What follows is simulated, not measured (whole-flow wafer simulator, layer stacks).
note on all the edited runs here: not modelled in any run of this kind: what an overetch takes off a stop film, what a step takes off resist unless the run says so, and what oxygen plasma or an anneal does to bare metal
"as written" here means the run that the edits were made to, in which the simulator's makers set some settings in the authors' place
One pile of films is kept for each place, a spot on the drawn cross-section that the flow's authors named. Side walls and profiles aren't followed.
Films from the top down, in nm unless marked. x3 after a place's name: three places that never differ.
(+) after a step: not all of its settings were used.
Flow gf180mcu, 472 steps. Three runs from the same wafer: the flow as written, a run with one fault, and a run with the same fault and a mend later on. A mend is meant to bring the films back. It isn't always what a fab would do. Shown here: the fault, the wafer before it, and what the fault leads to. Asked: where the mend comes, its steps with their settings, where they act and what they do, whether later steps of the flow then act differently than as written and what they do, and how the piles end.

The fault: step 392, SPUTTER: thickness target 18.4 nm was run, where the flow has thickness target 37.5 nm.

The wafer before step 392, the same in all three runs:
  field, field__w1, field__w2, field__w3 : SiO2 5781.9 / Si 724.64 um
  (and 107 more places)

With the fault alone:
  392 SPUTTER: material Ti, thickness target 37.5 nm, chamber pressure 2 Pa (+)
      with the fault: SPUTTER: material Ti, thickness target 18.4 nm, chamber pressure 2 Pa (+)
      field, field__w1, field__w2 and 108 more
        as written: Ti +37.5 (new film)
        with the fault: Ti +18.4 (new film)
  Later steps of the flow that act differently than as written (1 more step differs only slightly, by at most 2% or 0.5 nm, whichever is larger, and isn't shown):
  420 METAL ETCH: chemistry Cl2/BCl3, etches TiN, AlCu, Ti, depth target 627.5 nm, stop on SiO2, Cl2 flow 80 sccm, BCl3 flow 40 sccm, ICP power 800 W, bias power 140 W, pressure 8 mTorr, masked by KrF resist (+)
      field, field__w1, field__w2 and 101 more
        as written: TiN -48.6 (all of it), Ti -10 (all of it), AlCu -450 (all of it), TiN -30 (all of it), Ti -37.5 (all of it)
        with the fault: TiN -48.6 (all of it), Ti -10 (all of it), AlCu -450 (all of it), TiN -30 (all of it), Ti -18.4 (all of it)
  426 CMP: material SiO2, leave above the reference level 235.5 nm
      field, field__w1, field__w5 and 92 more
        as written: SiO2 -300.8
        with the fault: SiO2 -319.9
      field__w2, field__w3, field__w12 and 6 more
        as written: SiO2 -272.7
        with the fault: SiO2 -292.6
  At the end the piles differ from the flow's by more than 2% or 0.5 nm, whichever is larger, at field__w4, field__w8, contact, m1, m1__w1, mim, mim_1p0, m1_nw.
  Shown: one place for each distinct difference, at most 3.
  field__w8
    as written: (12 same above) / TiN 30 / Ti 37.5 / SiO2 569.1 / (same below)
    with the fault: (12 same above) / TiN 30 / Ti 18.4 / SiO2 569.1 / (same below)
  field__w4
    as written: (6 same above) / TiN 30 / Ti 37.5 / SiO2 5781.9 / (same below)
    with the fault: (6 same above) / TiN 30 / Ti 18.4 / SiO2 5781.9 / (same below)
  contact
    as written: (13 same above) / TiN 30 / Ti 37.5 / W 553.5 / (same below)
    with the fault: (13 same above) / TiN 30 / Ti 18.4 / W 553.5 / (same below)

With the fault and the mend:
  The mend comes after step 392.
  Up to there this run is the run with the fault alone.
  392a SPUTTER: material Ti, thickness target 19.1 nm, chamber pressure 2 Pa (+) (the flow's step 392 once more, with other settings)
      field, field__w1, field__w2 and 108 more
        Ti +19.1
  No later step of the flow acts differently than as written at any place that is followed.
  At the end the piles are the same as the flow's at every place that both follow.
